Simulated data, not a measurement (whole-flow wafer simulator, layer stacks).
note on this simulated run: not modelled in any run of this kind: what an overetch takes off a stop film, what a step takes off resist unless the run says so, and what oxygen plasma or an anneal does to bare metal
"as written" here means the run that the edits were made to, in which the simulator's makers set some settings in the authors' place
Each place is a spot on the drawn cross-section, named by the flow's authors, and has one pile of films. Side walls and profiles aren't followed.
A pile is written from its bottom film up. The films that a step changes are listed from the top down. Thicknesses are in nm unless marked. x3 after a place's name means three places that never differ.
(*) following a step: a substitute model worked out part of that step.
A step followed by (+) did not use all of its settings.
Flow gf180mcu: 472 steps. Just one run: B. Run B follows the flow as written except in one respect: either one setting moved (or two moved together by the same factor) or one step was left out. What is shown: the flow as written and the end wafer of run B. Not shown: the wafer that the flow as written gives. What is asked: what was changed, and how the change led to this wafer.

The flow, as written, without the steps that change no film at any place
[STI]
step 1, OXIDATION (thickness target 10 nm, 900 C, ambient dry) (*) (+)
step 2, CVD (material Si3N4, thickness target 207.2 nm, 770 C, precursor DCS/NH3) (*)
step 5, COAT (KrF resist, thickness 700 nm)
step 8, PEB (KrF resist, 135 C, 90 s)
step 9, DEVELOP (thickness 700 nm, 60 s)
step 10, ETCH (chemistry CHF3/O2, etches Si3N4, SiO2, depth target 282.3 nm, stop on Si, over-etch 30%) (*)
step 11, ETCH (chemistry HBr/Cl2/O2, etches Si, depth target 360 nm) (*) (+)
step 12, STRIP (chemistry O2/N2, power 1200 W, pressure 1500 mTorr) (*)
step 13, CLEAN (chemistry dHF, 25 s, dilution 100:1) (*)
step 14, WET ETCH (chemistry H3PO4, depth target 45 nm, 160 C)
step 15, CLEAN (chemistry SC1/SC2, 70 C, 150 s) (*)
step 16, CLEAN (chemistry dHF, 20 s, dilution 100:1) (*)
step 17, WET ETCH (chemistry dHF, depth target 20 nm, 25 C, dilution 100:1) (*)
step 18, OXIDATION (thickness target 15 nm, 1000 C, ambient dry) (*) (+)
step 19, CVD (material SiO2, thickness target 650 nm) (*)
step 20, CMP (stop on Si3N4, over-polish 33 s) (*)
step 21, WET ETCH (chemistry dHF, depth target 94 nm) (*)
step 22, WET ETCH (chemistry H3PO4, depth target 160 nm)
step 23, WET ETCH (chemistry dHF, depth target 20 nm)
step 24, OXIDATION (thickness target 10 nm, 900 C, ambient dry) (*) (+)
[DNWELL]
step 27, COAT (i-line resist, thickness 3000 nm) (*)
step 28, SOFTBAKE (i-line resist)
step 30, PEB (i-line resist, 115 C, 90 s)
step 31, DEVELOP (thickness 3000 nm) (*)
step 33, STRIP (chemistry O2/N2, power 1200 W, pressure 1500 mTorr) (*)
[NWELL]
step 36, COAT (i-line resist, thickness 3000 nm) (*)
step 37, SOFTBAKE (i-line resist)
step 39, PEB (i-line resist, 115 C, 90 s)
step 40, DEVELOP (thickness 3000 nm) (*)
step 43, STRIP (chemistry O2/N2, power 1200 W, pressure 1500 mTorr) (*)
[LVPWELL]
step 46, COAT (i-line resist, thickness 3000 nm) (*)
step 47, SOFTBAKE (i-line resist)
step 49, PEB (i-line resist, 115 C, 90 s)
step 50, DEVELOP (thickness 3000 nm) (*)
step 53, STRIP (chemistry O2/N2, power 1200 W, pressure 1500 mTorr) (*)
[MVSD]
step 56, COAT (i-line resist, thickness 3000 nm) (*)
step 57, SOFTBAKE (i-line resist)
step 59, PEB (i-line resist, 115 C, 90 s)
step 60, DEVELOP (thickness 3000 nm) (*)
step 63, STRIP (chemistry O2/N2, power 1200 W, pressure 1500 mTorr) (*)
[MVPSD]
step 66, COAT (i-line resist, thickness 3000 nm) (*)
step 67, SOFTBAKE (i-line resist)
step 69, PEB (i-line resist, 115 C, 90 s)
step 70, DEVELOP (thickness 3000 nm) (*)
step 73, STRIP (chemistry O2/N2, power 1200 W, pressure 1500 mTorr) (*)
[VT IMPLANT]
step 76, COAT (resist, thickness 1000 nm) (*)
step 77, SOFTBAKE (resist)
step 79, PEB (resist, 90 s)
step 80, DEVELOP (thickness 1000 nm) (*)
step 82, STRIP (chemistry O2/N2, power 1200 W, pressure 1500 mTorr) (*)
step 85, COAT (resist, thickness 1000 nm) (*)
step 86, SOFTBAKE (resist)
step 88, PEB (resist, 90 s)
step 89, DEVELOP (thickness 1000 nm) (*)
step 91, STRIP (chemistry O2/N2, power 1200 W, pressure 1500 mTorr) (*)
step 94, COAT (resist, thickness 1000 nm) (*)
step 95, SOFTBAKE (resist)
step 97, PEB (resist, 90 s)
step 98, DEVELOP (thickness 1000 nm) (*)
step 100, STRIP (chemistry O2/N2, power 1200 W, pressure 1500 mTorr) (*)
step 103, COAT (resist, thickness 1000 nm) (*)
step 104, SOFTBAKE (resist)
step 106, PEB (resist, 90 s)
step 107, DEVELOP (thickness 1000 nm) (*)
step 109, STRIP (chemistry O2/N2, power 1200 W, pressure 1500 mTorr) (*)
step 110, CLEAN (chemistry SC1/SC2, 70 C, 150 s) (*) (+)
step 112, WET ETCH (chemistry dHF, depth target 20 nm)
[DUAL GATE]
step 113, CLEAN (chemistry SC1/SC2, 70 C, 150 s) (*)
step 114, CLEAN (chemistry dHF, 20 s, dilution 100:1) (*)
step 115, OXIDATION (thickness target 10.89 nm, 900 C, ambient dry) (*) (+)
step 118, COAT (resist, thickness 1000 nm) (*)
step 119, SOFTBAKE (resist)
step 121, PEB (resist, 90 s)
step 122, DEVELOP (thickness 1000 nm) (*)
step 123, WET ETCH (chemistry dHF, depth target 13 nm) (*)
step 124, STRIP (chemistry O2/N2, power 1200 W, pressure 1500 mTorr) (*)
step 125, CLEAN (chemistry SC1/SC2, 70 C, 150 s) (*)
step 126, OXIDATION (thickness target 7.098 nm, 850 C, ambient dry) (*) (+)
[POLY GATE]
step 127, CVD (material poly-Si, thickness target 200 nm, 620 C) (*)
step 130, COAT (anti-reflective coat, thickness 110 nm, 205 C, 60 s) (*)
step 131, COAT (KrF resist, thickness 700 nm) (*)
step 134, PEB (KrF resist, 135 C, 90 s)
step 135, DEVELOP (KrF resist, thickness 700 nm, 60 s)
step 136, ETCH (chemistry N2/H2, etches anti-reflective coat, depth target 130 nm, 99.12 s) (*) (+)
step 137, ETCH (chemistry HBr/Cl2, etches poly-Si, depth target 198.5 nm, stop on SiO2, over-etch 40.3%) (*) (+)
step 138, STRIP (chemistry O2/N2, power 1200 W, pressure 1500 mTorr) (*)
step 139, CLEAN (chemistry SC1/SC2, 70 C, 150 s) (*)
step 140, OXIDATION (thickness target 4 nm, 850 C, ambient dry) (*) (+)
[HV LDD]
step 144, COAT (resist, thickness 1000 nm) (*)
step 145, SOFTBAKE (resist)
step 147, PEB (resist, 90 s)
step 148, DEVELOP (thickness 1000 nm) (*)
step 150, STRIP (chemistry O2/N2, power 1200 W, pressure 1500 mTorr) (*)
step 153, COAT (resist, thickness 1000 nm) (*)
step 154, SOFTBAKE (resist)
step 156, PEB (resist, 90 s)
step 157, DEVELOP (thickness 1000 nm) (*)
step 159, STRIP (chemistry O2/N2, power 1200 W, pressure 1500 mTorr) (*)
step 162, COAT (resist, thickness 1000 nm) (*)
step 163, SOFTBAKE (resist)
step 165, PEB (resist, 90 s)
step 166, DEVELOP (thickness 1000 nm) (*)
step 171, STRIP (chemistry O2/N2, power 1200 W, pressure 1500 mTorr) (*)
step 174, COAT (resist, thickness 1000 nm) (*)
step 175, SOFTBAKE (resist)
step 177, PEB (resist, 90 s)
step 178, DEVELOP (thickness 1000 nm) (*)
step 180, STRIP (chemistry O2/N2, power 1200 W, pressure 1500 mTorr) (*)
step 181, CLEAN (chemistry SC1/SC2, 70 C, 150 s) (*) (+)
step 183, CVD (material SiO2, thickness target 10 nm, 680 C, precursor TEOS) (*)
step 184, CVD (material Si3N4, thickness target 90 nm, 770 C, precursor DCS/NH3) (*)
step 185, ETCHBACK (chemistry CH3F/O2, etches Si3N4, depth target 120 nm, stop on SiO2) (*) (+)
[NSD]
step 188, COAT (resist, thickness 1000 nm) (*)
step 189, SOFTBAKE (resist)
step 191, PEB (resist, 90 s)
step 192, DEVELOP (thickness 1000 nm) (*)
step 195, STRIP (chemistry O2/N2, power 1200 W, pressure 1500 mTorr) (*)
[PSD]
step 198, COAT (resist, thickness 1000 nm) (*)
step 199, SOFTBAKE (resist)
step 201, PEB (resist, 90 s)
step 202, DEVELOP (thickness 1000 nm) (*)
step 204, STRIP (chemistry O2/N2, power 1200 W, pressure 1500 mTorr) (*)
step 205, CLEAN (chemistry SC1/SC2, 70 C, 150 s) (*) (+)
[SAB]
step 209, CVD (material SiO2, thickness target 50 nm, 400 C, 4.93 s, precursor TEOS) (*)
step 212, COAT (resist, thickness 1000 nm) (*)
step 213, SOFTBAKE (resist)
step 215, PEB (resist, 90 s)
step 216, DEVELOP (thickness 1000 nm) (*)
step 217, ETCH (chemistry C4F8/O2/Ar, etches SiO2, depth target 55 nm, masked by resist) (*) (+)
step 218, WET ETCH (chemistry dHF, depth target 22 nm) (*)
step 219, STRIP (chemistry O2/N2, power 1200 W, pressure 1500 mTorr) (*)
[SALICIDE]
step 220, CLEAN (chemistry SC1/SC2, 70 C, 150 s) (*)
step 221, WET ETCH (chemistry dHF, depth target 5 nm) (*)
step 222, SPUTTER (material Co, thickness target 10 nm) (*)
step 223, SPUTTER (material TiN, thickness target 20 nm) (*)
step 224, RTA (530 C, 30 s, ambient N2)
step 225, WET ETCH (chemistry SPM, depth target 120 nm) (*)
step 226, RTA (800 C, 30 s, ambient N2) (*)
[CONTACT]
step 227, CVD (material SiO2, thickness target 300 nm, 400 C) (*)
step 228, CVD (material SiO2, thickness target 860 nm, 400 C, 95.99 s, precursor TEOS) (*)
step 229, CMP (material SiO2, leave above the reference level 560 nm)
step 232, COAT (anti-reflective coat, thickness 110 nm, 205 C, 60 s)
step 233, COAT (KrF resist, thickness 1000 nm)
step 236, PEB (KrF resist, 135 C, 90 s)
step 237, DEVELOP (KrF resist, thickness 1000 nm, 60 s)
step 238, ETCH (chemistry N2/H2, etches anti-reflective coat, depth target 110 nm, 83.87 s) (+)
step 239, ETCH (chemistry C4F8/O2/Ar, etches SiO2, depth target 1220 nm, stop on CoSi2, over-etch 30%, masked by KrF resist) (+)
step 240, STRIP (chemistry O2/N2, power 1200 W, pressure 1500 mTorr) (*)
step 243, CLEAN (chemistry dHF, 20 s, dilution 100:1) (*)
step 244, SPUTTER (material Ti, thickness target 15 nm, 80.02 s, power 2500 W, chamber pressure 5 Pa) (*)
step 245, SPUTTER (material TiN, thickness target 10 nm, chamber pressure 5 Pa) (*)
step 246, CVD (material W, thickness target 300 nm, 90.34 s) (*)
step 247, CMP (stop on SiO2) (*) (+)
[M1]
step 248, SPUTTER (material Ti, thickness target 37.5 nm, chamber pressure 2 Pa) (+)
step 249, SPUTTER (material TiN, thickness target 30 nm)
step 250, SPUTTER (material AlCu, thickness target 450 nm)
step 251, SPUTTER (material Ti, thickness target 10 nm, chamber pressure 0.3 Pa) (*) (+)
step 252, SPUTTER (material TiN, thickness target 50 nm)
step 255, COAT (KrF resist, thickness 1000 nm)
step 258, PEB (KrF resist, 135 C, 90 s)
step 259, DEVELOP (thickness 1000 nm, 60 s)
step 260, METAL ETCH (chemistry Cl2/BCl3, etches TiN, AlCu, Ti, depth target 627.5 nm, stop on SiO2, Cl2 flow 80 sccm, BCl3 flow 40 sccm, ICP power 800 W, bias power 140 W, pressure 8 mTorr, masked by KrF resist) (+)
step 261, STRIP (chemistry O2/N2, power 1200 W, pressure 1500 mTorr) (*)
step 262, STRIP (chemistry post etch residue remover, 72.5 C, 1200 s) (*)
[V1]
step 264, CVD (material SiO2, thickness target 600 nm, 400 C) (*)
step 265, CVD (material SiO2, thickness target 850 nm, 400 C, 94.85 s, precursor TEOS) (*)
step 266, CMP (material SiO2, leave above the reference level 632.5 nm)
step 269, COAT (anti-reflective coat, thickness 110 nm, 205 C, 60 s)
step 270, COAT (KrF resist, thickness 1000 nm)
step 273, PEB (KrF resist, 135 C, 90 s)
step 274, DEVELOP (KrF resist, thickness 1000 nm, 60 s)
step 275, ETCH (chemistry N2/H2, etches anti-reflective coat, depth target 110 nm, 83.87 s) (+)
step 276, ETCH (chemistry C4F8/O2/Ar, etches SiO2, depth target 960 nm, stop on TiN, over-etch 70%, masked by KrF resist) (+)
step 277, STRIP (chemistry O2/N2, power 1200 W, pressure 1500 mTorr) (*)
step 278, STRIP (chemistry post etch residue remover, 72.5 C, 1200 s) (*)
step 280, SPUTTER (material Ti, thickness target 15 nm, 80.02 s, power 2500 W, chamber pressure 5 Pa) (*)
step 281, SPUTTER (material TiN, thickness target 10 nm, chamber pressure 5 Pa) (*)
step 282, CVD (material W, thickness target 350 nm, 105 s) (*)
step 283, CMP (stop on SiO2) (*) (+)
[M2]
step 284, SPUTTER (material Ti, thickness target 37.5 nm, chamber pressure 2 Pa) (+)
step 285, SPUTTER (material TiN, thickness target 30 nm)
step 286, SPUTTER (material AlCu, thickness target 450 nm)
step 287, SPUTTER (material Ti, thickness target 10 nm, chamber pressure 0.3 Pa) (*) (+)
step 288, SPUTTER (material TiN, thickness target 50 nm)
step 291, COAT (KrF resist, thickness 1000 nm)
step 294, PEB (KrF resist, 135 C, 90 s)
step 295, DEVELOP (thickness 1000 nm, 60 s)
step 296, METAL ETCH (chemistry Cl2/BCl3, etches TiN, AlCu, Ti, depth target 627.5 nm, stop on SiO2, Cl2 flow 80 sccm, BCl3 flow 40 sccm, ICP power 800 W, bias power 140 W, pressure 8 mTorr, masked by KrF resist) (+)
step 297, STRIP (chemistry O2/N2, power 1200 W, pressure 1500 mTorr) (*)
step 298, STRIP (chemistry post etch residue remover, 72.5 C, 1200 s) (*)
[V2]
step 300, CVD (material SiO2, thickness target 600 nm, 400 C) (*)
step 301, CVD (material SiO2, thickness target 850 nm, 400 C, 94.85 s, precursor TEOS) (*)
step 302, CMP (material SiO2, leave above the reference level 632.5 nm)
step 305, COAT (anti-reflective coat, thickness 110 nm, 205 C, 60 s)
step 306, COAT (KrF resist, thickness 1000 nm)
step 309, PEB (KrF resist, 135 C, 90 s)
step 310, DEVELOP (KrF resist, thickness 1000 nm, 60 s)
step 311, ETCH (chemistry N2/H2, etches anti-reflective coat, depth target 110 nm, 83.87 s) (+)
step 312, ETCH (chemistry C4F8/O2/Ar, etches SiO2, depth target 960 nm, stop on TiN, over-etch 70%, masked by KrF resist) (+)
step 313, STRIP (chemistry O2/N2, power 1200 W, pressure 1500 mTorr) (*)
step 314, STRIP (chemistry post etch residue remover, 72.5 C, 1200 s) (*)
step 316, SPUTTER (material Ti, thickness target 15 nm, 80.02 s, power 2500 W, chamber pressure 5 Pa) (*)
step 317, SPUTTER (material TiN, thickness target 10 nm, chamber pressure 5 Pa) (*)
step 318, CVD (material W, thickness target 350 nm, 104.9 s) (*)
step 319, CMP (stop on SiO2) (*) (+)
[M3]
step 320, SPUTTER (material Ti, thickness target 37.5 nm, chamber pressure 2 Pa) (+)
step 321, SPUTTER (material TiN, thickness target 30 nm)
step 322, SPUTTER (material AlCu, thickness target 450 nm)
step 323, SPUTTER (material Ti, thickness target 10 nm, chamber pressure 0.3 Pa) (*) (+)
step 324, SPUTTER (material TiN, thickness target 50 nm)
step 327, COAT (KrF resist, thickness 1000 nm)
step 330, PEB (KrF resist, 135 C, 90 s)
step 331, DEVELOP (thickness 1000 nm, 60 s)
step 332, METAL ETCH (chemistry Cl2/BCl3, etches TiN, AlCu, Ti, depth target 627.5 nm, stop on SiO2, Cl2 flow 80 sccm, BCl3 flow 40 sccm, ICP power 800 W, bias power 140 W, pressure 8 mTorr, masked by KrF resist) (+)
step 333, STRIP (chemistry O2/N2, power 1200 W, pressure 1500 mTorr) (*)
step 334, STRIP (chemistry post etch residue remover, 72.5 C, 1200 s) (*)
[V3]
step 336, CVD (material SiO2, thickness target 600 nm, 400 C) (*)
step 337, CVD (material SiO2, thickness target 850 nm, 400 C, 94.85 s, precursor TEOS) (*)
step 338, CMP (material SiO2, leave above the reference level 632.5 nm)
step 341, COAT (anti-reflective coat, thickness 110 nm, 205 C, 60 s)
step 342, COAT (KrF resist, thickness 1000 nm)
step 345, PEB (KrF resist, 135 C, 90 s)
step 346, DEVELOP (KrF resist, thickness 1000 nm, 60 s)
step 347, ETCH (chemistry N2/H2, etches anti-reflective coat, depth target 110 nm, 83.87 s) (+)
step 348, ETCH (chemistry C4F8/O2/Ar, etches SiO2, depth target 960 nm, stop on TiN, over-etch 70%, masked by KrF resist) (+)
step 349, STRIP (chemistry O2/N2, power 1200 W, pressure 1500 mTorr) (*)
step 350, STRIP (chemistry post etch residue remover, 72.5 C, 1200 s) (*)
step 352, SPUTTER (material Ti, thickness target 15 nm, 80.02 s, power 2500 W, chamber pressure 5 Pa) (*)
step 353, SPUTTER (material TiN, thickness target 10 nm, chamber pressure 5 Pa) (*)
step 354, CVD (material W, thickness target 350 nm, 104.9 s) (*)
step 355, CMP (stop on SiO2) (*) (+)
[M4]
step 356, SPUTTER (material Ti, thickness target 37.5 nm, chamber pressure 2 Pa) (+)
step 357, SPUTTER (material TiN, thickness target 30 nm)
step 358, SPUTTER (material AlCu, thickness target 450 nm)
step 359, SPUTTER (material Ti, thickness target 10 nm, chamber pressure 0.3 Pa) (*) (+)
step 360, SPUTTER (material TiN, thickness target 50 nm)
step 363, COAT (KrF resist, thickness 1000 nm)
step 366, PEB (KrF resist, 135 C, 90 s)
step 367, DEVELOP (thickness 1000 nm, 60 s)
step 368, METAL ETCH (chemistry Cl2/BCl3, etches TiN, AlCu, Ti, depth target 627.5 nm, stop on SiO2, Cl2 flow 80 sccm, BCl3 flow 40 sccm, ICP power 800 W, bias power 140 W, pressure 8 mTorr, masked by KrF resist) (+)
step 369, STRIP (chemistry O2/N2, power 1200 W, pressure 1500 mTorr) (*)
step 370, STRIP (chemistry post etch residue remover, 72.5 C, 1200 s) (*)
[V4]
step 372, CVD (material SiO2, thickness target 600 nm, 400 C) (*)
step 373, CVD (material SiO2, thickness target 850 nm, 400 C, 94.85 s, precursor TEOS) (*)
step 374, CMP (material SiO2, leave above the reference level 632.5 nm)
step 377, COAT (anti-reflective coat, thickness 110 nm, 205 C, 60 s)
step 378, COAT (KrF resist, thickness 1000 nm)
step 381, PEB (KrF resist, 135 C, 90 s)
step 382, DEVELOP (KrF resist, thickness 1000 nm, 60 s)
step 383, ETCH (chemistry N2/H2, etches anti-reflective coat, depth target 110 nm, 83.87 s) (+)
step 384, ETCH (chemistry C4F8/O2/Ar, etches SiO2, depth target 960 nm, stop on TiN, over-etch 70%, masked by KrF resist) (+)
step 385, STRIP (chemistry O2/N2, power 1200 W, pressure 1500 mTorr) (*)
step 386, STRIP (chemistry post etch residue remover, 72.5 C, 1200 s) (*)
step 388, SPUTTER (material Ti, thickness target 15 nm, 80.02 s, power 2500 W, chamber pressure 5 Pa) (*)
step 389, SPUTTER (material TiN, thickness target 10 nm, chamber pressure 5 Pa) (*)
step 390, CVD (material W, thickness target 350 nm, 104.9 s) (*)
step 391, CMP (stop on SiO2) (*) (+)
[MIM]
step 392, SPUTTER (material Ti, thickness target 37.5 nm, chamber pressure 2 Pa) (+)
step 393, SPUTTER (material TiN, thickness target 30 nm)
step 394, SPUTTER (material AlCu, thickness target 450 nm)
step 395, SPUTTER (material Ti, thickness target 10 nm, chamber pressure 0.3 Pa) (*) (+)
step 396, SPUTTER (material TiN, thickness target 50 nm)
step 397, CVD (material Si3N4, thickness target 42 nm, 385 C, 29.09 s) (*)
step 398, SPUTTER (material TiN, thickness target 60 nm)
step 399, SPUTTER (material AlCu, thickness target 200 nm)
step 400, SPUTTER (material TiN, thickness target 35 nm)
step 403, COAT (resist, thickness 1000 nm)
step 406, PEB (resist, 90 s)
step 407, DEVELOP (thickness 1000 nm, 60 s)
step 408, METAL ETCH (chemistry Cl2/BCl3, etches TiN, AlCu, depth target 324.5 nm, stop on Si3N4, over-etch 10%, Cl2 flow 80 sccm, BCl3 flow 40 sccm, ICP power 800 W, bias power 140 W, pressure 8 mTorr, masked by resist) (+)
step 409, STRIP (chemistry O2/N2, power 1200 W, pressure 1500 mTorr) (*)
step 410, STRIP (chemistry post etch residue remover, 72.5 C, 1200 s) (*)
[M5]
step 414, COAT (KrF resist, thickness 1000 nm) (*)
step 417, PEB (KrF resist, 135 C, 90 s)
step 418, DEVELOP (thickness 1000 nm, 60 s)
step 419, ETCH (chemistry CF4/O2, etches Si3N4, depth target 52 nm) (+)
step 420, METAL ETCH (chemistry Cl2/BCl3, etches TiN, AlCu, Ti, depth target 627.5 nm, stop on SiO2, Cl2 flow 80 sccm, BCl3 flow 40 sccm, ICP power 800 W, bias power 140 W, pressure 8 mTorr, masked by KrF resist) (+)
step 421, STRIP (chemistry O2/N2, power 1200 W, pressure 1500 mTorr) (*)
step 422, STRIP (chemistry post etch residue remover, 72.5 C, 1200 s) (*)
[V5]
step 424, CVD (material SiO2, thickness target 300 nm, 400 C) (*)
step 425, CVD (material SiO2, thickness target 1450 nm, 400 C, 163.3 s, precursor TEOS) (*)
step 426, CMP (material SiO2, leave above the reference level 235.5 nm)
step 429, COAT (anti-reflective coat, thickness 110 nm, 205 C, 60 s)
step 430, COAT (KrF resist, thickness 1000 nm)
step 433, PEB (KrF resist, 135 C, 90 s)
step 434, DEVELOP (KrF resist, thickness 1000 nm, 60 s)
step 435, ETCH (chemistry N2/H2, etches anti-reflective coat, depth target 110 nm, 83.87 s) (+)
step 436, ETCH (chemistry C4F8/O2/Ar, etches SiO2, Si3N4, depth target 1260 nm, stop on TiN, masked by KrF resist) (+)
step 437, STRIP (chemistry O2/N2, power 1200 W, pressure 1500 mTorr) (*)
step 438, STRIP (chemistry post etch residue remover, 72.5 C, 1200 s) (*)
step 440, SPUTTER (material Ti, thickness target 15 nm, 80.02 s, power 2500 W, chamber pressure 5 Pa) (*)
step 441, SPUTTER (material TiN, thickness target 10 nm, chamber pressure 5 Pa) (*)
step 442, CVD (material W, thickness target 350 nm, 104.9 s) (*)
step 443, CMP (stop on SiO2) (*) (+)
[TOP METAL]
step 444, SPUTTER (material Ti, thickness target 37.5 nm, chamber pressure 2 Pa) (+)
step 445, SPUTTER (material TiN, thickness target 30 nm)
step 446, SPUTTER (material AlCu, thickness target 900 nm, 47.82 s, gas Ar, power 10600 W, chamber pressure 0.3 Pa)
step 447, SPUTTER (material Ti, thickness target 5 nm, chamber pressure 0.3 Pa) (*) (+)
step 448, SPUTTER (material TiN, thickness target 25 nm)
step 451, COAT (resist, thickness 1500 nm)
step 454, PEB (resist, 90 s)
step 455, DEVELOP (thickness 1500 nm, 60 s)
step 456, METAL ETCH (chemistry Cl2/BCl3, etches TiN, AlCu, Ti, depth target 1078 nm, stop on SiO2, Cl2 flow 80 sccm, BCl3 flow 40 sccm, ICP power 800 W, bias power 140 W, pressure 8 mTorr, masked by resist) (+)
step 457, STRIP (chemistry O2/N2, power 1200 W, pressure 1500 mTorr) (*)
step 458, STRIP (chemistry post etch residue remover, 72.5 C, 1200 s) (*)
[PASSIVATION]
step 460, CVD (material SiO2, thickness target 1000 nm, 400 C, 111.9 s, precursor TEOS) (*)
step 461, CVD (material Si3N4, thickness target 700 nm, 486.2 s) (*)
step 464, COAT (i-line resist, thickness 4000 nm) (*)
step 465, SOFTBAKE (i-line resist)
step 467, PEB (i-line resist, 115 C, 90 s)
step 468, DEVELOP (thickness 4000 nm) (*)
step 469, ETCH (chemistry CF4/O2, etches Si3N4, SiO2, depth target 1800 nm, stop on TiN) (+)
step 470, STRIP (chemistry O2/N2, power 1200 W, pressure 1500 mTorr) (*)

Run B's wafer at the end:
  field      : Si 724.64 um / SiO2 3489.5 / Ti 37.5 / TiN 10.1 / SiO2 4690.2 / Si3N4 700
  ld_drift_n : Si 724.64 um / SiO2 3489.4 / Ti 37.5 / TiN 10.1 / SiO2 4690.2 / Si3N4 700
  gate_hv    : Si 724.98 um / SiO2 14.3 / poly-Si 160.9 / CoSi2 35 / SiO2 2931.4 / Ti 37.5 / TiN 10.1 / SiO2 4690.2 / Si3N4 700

What caused this: step 324, SPUTTER: thickness target 41.5 nm was run, though the flow has thickness target 50 nm; step 332, METAL ETCH: depth target 521 nm was run, where the flow has depth target 627.5 nm.

The path from the change to this, step by step:
  step 324, SPUTTER (material TiN, thickness target 50 nm)
      field, field__w1, field__w2 and 108 more: +41.5 TiN (new film) (as written it would have been: +50 TiN (new film))
  step 332, METAL ETCH (chemistry Cl2/BCl3, etches TiN, AlCu, Ti, depth target 627.5 nm, stop on SiO2, Cl2 flow 80 sccm, BCl3 flow 40 sccm, ICP power 800 W, bias power 140 W, pressure 8 mTorr, masked by KrF resist) (+)
      field, field__w1, field__w2 and 103 more: -41.5 TiN (all of it), -10 Ti (all of it), -450 AlCu (all of it), -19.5 TiN (as written it would have been: -50 TiN (all of it), -10 Ti (all of it), -450 AlCu (all of it), -30 TiN (all of it), -37.5 Ti (all of it))
      field__w8, contact, m1, m1__w1, m1_nw: -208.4 KrF resist (as written it would have been: -251 KrF resist)
  step 333, STRIP (chemistry O2/N2, power 1200 W, pressure 1500 mTorr) (*)
      field__w8, contact, m1, m1__w1, m1_nw: -770 KrF resist (all of it) (as written it would have been: -727.4 KrF resist (all of it))
  step 336, CVD (material SiO2, thickness target 600 nm, 400 C) (*)
      field, field__w1, field__w2 and 103 more: +600 SiO2 (new film) (as written it would have been: +600 SiO2)
  step 338, CMP (material SiO2, leave above the reference level 632.5 nm)
      field, field__w1, field__w2 and 103 more: -347.6 SiO2 (as written it would have been: -300 SiO2)
Taking metal films that touch as one body, field has 1 body; the flow as written gives 0 bodies.
Taking metal films that touch as one body, ld_drift_n has 1 body; the flow as written gives 0 bodies.
Taking metal films that touch as one body, gate_hv has 2 bodies (between them, from the top down: SiO2 2931.4); the flow as written gives 1 body.
